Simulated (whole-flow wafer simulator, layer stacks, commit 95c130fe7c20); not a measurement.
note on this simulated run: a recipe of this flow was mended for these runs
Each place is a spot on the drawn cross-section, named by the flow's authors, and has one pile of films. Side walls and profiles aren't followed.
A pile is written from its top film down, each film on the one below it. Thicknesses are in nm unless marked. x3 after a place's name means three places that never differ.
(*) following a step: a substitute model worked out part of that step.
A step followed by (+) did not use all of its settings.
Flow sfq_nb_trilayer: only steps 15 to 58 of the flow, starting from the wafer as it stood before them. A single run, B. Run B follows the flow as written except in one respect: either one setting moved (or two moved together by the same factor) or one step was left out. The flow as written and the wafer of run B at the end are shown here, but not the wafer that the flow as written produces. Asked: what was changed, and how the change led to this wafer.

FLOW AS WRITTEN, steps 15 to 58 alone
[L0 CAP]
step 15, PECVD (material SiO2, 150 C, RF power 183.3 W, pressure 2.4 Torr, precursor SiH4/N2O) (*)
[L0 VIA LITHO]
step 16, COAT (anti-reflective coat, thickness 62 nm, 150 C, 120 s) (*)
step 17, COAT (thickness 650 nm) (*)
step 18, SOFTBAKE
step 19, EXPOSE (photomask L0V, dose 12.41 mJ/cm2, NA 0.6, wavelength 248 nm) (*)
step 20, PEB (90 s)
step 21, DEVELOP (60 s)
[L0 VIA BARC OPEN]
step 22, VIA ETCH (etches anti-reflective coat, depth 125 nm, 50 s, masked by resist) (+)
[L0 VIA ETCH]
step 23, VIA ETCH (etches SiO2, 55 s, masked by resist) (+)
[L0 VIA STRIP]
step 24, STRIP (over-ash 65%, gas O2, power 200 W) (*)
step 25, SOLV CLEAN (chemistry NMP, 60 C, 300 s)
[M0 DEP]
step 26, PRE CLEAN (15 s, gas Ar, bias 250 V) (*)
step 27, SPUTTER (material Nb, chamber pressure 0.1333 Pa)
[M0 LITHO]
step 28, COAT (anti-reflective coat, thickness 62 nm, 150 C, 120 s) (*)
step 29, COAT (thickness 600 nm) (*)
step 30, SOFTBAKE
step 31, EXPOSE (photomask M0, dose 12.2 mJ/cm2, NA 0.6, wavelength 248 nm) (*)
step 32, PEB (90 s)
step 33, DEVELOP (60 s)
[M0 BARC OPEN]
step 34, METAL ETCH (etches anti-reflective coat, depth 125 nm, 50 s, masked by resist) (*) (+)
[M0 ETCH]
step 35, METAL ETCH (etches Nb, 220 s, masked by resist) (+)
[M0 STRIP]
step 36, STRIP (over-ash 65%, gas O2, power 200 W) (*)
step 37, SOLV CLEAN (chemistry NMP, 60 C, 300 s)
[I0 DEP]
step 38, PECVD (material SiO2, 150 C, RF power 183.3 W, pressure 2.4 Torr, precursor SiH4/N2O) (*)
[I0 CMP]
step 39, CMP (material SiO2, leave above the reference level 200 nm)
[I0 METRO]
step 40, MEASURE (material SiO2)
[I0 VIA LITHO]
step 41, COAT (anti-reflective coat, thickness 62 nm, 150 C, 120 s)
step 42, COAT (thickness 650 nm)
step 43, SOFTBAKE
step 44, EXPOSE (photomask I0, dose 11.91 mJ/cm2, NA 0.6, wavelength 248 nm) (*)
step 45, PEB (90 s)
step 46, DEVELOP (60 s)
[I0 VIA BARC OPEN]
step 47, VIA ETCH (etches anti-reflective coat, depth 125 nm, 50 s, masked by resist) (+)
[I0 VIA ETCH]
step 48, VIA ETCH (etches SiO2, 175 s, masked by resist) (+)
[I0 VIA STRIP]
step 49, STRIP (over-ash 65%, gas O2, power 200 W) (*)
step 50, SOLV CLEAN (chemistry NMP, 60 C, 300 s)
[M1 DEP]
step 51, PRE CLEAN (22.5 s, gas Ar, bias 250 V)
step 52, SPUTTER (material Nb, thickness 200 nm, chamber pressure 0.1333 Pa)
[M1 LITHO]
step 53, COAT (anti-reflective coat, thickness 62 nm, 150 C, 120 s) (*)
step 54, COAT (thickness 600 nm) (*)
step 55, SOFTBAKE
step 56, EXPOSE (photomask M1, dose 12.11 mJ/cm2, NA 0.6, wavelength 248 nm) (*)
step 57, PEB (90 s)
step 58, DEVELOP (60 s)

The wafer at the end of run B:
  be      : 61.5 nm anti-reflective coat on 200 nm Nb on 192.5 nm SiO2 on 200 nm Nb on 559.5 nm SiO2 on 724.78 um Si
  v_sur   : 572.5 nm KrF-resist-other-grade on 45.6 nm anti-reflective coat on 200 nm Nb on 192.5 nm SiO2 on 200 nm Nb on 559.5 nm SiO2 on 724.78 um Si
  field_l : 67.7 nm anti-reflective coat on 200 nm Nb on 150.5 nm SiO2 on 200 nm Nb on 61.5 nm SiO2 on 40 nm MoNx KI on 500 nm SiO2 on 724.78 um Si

Cause: step 15, PECVD: RF power 228.7 W was run, while the flow as written has RF power 183.3 W.

How this came from the change, step by step:
  step 15, PECVD (material SiO2, 150 C, RF power 183.3 W, pressure 2.4 Torr, precursor SiH4/N2O) (*)
      v_sur, via_wl, via_w and 97 more: SiO2 gains 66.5 (as written it would have been: SiO2 gains 60)
      field_l, l0_sur, l0v, l0r_line_l, l0r_line_c, l0r_line_r: SiO2 gains 66.5 (new film) (as written it would have been: SiO2 gains 60 (new film))
  step 23, VIA ETCH (etches SiO2, 55 s, masked by resist) (+)
      l0v: SiO2 loses 66.1 (all of it), MoNx KI loses 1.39 (as written it would have been: SiO2 loses 59.7 (all of it), MoNx KI loses 2.03)
  step 28, COAT (anti-reflective coat, thickness 62 nm, 150 C, 120 s) (*)
      l0_sur: anti-reflective coat gains 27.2 (new film) (as written it would have been: anti-reflective coat gains 29.3 (new film))
      l0v: anti-reflective coat gains 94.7 (new film) (as written it would have been: anti-reflective coat gains 92.5 (new film))
  step 36, STRIP (over-ash 65%, gas O2, power 200 W) (*)
      l0_sur: KrF-resist-other-grade loses 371 (all of it), anti-reflective coat loses 27.2 (all of it) (as written it would have been: KrF-resist-other-grade loses 370 (all of it), anti-reflective coat loses 29.3 (all of it))
      l0v: KrF-resist-other-grade loses 377.4 (all of it), anti-reflective coat loses 94.7 (all of it) (as written it would have been: KrF-resist-other-grade loses 374.1 (all of it), anti-reflective coat loses 92.5 (all of it))
  step 39, CMP (material SiO2, leave above the reference level 200 nm)
      l0v: SiO2 loses 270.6 (as written it would have been: SiO2 loses 277.4)
